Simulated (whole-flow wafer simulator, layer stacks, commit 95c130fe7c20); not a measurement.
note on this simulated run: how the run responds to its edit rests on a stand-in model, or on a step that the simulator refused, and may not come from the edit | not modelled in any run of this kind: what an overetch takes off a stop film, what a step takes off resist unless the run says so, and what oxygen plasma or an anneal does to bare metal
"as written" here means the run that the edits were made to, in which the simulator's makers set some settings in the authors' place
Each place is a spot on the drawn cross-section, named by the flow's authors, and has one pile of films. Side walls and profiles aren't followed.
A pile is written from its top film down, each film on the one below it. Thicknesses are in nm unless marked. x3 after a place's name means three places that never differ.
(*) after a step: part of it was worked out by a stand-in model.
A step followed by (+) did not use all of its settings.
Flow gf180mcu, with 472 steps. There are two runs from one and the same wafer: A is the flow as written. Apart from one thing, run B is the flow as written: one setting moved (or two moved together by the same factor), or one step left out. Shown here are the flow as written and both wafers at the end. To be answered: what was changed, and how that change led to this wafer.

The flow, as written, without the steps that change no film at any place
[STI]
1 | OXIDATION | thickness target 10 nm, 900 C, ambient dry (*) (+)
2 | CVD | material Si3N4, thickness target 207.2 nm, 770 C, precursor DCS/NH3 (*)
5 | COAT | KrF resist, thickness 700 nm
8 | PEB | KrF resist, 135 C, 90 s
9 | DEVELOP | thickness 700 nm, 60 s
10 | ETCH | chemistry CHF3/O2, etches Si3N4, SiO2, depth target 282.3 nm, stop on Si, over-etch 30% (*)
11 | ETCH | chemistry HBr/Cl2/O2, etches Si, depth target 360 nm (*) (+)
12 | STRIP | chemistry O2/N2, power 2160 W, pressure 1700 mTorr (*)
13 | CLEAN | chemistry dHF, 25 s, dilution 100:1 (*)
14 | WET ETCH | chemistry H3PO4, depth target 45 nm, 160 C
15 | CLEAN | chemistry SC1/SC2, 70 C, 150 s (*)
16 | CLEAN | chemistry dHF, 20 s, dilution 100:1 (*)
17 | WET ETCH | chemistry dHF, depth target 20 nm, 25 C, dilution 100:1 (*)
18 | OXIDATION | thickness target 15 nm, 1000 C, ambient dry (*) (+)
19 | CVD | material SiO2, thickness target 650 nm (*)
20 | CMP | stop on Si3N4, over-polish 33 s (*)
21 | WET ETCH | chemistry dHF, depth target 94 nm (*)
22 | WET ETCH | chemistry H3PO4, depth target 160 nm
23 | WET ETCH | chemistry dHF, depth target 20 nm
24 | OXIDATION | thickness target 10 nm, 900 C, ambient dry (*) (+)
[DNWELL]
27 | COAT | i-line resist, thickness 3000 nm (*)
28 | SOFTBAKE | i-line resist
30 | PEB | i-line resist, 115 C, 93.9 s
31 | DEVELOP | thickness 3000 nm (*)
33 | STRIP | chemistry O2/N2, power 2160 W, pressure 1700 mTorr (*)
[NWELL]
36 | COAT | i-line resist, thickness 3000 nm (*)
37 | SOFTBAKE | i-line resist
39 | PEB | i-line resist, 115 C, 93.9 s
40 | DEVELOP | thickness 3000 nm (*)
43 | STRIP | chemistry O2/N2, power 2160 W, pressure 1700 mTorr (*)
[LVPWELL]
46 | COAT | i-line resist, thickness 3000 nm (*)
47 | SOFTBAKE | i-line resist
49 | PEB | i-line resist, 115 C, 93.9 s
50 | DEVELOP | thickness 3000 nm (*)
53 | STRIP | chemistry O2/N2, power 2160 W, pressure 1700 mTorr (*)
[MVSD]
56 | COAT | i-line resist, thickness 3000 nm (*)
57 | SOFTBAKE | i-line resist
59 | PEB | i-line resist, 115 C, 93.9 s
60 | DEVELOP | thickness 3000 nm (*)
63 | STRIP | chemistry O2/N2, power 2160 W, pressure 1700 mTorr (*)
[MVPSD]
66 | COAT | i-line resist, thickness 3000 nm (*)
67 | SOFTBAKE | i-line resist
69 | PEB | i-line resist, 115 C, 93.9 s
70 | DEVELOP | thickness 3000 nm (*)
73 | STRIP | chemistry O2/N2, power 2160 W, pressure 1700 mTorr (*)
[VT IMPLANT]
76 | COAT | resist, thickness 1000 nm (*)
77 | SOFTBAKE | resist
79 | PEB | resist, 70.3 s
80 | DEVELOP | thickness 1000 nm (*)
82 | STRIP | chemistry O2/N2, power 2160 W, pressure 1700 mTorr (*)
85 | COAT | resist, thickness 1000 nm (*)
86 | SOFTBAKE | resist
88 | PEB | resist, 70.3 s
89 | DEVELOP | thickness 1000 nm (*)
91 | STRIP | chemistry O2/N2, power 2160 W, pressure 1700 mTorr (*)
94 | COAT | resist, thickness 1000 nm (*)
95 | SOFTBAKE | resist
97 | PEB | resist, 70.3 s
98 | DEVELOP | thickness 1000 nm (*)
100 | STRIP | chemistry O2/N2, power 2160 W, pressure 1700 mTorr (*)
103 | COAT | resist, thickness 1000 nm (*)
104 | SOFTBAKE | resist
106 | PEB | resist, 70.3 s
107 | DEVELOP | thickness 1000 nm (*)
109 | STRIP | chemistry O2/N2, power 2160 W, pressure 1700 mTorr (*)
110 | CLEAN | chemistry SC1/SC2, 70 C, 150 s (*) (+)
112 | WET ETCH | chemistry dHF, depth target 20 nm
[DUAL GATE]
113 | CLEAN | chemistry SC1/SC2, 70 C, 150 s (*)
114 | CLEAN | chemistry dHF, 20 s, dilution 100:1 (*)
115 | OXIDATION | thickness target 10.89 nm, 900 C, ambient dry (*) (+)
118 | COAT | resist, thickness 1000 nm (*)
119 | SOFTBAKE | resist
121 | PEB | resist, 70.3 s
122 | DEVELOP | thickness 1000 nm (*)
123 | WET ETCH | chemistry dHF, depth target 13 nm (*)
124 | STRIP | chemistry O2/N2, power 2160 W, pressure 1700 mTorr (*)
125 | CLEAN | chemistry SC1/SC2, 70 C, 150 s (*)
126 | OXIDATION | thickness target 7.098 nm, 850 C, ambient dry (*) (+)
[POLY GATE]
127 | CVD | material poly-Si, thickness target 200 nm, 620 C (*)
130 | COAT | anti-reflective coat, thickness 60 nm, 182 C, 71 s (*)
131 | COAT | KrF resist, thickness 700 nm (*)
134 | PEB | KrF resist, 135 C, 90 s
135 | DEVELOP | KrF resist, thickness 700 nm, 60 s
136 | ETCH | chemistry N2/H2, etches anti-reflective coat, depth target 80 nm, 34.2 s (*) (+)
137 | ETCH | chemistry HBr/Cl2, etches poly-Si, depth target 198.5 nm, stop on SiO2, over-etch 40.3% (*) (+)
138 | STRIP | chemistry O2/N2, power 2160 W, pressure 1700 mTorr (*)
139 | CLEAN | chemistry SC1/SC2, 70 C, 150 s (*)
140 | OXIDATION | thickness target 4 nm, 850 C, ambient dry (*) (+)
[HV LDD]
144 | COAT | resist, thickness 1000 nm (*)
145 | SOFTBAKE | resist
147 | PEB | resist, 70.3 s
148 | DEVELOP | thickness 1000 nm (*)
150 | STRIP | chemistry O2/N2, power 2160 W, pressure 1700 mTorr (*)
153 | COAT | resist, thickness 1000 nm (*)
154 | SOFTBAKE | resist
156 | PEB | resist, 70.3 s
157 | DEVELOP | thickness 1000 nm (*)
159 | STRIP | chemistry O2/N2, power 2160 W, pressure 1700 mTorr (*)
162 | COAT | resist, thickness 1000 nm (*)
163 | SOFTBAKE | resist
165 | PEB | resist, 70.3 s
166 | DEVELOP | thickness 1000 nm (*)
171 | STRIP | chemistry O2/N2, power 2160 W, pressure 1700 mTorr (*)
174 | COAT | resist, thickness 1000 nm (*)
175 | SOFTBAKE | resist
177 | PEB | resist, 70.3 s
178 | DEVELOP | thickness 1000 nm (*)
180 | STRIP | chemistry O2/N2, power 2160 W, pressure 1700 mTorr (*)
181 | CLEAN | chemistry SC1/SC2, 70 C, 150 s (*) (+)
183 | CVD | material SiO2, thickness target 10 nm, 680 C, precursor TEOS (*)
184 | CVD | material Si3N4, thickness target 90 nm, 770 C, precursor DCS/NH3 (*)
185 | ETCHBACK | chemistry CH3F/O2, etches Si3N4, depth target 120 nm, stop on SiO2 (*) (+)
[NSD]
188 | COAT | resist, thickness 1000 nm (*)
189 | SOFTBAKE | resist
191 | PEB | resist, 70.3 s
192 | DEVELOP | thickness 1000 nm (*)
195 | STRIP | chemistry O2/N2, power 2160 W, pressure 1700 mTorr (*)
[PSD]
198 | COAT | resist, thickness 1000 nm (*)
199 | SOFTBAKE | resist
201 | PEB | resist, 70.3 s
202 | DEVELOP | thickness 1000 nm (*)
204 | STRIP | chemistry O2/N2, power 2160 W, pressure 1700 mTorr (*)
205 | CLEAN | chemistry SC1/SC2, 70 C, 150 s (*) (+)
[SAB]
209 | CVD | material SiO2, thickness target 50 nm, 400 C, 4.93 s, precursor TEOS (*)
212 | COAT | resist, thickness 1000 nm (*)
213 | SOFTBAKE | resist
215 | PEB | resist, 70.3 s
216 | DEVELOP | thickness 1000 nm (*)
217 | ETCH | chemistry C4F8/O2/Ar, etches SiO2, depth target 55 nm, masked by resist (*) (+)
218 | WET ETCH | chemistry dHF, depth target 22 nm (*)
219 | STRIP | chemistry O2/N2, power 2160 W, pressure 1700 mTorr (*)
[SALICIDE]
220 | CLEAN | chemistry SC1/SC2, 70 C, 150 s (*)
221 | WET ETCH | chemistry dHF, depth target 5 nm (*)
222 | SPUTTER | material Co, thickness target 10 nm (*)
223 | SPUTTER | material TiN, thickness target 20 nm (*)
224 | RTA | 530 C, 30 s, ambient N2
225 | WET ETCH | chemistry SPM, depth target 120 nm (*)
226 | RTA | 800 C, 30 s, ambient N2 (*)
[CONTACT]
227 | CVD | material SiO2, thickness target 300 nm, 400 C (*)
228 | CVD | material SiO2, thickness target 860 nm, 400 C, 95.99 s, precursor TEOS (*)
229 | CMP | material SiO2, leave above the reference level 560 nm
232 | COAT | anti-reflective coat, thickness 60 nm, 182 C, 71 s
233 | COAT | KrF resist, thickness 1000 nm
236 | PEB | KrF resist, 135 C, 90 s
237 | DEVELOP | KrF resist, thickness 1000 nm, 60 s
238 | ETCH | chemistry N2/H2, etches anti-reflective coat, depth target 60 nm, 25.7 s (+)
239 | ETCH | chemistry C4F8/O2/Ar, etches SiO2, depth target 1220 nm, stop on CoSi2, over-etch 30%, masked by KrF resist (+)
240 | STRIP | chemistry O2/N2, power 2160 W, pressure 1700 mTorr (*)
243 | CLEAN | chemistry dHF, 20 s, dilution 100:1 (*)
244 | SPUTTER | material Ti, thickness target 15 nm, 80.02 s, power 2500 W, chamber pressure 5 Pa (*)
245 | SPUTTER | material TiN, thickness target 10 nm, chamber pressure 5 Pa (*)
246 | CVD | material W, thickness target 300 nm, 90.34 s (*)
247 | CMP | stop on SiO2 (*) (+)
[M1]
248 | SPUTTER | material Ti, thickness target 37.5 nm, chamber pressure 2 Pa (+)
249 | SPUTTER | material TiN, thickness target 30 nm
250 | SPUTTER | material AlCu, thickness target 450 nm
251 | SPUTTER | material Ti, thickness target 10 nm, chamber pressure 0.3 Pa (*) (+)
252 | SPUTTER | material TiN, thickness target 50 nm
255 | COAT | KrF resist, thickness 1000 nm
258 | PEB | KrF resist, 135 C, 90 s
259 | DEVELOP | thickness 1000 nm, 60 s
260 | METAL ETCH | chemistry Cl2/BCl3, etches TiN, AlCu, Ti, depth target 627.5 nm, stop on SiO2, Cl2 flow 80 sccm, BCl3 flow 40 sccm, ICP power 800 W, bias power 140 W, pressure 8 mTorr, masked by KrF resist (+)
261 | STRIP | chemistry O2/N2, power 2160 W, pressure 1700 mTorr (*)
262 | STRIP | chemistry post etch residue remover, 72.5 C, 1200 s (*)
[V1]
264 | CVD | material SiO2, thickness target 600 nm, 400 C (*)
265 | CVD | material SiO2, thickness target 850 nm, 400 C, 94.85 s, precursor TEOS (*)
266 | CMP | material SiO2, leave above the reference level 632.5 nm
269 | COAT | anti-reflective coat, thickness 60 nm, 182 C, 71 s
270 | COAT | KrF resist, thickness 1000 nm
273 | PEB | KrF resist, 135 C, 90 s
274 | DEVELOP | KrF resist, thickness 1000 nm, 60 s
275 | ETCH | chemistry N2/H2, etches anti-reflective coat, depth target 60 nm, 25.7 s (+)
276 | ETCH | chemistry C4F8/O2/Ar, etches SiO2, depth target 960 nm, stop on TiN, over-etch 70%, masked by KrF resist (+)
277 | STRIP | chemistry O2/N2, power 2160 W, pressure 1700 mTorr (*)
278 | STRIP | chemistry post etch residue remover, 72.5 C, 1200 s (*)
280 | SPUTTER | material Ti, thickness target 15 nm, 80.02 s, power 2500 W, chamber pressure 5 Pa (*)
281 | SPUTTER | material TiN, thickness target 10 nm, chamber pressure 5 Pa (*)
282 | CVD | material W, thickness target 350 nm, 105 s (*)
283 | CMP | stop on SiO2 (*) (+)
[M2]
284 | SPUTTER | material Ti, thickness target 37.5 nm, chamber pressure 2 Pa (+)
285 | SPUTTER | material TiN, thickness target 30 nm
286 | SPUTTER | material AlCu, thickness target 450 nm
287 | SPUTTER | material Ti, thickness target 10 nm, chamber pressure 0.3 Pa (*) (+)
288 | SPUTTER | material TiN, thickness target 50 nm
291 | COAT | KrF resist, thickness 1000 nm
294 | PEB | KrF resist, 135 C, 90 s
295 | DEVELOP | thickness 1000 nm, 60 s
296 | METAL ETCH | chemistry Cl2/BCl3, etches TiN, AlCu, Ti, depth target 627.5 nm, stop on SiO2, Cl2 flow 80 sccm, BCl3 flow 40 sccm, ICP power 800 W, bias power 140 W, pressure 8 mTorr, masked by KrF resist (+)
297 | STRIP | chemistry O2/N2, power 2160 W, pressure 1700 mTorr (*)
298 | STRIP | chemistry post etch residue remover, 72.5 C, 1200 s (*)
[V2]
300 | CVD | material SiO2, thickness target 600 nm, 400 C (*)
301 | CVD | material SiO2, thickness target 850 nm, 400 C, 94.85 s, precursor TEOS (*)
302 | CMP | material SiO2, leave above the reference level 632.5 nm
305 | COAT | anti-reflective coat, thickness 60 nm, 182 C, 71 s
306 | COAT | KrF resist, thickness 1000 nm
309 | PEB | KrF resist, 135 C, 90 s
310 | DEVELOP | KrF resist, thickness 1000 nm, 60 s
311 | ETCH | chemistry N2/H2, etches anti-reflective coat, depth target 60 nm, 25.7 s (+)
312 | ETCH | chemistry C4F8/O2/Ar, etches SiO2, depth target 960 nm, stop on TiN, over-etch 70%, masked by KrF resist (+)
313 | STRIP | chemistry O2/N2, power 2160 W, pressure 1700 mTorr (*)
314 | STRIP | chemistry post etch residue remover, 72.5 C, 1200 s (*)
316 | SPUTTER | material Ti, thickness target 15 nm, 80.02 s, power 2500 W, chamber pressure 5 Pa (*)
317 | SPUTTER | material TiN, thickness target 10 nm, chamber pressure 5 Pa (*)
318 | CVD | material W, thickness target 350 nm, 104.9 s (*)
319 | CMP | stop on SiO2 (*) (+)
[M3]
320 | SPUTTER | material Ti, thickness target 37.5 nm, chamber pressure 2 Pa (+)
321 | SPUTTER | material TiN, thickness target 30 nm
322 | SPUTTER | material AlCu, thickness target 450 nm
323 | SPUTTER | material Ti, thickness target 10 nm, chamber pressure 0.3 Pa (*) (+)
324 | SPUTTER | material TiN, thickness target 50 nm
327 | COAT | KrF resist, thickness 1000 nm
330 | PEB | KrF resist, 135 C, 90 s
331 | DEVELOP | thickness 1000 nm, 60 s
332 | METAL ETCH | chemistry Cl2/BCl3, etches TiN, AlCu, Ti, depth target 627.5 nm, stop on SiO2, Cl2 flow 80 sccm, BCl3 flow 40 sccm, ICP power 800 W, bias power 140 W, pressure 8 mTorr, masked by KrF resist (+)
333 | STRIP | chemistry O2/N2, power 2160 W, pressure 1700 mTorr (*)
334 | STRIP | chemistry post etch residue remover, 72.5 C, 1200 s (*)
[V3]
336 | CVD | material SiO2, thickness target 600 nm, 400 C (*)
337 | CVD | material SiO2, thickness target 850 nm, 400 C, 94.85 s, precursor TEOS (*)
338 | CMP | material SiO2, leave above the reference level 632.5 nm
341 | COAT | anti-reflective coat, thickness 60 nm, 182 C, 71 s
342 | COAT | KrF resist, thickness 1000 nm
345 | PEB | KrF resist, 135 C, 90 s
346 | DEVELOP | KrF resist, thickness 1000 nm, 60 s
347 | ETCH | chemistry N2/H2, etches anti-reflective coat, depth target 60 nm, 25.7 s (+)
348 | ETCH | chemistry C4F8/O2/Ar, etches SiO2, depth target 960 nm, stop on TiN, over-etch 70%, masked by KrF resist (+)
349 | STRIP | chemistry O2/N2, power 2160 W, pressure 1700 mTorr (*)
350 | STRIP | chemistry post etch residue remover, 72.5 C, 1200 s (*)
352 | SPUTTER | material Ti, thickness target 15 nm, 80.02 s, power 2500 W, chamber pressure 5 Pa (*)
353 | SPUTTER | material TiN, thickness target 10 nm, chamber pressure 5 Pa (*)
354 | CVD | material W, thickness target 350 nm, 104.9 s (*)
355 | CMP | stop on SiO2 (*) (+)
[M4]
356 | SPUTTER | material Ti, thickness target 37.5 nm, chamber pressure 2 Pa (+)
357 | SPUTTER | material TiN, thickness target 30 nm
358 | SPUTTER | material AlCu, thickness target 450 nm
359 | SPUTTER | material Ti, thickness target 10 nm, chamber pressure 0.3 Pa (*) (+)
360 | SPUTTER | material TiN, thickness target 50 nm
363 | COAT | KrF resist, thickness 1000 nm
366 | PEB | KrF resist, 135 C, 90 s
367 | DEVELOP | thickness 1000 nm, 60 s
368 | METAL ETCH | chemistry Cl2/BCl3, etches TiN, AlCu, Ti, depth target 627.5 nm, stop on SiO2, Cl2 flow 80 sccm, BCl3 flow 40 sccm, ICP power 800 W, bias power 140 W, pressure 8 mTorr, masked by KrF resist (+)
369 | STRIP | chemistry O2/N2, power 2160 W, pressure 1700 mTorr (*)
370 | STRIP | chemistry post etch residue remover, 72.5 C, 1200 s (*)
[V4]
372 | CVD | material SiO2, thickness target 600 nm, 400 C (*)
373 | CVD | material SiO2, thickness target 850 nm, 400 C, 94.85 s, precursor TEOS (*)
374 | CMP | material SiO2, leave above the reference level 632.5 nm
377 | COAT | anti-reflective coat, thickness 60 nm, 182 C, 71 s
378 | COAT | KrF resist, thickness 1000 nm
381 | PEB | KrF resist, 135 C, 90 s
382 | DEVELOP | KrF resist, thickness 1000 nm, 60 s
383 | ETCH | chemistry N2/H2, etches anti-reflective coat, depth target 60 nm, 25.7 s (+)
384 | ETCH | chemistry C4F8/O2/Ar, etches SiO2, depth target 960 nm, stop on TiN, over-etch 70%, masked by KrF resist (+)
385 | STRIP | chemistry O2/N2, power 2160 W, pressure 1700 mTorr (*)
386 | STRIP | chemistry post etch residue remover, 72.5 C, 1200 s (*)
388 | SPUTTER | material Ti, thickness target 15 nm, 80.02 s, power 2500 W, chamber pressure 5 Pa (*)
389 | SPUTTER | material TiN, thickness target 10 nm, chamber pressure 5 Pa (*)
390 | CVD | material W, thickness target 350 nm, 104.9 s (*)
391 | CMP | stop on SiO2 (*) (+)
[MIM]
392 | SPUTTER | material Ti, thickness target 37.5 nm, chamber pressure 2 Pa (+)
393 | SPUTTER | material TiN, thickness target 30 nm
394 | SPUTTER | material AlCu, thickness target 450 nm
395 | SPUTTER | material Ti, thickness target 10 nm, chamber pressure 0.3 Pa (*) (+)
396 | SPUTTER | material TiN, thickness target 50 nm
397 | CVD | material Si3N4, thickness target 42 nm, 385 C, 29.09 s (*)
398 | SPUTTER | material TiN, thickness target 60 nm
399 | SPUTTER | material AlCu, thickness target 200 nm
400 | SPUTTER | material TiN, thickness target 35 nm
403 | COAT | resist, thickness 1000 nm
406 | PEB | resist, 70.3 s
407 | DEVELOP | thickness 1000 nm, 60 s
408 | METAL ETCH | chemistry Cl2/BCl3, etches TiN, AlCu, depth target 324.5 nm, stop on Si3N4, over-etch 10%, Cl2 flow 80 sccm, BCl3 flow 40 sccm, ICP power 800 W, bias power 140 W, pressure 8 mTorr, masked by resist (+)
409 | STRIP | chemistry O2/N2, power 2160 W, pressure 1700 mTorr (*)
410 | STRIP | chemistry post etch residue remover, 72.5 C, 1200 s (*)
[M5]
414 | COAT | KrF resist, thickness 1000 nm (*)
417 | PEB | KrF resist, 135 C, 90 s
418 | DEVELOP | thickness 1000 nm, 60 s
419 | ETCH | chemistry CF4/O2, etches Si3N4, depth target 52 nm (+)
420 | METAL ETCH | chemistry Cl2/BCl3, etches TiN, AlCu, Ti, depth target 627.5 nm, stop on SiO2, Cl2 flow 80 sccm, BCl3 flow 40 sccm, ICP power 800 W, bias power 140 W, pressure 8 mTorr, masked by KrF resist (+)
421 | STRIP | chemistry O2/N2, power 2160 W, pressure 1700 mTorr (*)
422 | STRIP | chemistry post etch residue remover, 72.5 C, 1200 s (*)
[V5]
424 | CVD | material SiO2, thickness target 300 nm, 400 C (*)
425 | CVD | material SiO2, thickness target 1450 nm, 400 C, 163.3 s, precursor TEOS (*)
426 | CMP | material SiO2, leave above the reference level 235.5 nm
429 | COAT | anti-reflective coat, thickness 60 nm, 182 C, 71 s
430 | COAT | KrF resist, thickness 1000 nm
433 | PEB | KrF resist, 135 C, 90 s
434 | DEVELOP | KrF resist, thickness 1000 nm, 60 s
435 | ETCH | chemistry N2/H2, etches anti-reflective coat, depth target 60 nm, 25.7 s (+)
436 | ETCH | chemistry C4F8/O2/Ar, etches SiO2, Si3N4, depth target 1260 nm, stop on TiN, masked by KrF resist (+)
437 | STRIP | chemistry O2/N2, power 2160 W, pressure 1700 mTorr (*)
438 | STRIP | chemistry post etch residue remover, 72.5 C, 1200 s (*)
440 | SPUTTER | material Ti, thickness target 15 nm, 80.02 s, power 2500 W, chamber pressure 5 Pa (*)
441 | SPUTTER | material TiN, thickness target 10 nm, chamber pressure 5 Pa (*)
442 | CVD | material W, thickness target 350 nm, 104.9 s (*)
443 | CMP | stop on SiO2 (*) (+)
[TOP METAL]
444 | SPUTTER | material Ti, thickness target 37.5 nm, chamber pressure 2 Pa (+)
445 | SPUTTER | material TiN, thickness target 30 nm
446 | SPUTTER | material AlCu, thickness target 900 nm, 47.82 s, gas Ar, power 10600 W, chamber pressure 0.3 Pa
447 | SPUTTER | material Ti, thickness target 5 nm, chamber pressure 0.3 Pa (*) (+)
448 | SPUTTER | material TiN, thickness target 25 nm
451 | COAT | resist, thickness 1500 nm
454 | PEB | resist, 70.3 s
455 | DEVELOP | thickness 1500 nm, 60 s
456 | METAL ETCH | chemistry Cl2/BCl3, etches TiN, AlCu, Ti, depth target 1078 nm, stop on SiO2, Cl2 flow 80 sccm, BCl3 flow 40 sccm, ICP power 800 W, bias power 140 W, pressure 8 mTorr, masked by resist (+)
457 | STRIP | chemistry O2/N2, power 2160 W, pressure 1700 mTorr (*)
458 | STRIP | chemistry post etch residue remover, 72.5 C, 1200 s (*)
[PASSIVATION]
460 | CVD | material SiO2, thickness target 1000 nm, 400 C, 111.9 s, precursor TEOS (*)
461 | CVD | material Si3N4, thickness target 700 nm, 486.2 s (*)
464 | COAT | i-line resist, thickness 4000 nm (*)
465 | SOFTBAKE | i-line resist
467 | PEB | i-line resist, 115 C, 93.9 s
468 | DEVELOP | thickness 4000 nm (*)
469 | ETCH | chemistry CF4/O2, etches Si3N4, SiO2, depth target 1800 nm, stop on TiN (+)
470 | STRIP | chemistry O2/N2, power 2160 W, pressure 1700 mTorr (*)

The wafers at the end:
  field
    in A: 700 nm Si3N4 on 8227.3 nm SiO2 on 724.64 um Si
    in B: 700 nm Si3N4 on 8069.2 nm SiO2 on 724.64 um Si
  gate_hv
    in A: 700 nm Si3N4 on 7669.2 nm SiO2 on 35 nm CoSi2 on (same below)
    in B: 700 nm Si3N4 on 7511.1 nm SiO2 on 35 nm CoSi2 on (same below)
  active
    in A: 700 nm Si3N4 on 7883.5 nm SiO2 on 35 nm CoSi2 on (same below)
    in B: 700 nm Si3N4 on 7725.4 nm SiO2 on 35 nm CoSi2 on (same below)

The reason: step 266, CMP: leave above the reference level 474.4 nm was run, while the flow as written has leave above the reference level 632.5 nm.

The path from the change to this, step by step:
  266 | CMP | material SiO2, leave above the reference level 632.5 nm
      field, field__w1, field__w2 and 99 more: A -300 SiO2 | B -458.1 SiO2
      field__w8, contact, m1 and 6 more: A -877.1 SiO2 | B -1035.2 SiO2
  276 | ETCH | chemistry C4F8/O2/Ar, etches SiO2, depth target 960 nm, stop on TiN, over-etch 70%, masked by KrF resist (+)
      field, field__w1, field__w2 and 107 more: A -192 KrF resist | B -140.9 KrF resist
      contact: A -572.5 SiO2 (all of it) | B -414.4 SiO2 (all of it)
  277 | STRIP | chemistry O2/N2, power 2160 W, pressure 1700 mTorr (*)
      field, field__w1, field__w2 and 107 more: A -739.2 KrF resist (all of it), -60 anti-reflective coat (all of it) | B -790.3 KrF resist (all of it), -60 anti-reflective coat (all of it)
  280 | SPUTTER | material Ti, thickness target 15 nm, 80.02 s, power 2500 W, chamber pressure 5 Pa (*)
      contact: A +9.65 Ti (new film) | B +10.6 Ti (new film)
  281 | SPUTTER | material TiN, thickness target 10 nm, chamber pressure 5 Pa (*)
      contact: A +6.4 TiN (new film) | B +7.04 TiN (new film)
  282 | CVD | material W, thickness target 350 nm, 105 s (*)
      contact: A +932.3 W (new film) | B +772.6 W (new film)
